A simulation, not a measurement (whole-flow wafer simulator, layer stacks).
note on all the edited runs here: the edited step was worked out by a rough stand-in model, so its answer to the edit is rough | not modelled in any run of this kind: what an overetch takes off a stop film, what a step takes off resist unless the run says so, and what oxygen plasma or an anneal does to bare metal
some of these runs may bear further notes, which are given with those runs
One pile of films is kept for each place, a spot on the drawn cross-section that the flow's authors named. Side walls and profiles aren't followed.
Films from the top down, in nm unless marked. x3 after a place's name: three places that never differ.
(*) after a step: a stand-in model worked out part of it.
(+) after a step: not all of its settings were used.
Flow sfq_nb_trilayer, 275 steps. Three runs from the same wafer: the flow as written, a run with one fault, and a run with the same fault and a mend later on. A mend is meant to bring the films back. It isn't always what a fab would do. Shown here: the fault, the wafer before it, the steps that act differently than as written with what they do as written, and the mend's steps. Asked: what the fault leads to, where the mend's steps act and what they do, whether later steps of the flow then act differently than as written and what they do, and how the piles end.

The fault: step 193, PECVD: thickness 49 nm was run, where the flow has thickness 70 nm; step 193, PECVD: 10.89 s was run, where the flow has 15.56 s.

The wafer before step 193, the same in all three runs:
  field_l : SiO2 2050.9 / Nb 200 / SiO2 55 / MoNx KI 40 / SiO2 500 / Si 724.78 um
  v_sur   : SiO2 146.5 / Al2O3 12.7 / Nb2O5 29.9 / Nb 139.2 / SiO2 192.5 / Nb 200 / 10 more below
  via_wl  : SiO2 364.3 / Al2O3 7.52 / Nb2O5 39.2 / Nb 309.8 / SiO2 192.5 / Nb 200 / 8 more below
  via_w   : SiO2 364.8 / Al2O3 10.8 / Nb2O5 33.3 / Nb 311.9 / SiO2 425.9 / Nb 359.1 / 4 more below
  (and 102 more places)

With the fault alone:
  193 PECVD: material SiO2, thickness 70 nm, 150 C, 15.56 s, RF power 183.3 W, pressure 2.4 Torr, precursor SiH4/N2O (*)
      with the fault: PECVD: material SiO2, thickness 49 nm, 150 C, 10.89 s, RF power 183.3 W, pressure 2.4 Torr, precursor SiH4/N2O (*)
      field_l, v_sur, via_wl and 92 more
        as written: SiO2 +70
        with the fault: SiO2 +49
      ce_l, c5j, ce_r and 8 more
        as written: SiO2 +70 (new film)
        with the fault: SiO2 +49 (new film)
  Later steps of the flow that act differently than as written (10 more steps differ only slightly, by at most 2% or 0.5 nm, whichever is larger, and aren't shown):
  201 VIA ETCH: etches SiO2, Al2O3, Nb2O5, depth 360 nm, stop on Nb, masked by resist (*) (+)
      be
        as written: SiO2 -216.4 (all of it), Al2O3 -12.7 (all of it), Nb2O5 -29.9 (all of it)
        with the fault: SiO2 -195.4 (all of it), Al2O3 -12.7 (all of it), Nb2O5 -29.9 (all of it)
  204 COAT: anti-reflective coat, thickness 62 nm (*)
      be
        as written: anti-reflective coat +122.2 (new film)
        with the fault: anti-reflective coat +119.1 (new film)
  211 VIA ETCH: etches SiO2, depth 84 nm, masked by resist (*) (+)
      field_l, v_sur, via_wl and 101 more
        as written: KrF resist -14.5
        with the fault: KrF resist -12.6
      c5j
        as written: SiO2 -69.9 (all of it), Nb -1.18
        with the fault: SiO2 -48.9 (all of it), Nb -2.03
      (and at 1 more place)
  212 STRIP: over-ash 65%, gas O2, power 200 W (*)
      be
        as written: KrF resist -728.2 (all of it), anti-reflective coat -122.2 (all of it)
        with the fault: KrF resist -715 (all of it), anti-reflective coat -119.1 (all of it)
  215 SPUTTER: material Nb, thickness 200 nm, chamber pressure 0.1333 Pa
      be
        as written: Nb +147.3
        with the fault: Nb +152.1
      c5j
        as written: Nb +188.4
        with the fault: Nb +194.4
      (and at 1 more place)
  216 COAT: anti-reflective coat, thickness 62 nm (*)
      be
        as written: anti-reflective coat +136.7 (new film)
        with the fault: anti-reflective coat +132.8 (new film)
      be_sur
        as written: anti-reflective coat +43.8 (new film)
        with the fault: anti-reflective coat +44.7 (new film)
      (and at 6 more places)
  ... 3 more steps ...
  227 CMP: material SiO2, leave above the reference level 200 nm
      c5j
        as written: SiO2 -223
        with the fault: SiO2 -234.4
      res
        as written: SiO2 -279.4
        with the fault: SiO2 -304.5
  At the end the piles differ from the flow's by more than 2% or 0.5 nm, whichever is larger, at v_sur, via_wl, via_w and 61 more.
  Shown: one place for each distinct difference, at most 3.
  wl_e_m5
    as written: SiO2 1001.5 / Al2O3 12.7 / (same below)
    with the fault: SiO2 980.5 / Al2O3 12.7 / (same below)
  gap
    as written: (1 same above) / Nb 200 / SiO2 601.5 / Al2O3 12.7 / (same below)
    with the fault: (1 same above) / Nb 200 / SiO2 580.5 / Al2O3 12.7 / (same below)
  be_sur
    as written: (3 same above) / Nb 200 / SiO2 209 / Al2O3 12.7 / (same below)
    with the fault: (3 same above) / Nb 200 / SiO2 188 / Al2O3 12.7 / (same below)

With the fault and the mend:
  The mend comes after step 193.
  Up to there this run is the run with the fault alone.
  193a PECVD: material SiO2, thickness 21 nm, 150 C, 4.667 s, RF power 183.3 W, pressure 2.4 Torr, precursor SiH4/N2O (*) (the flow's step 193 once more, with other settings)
      field_l, v_sur, via_wl and 103 more
        SiO2 +21
  No later step of the flow acts differently than as written, at any place that is followed, by more than 2% or 0.5 nm, whichever is larger.
  At the end the piles are the same as the flow's at every place that both follow.
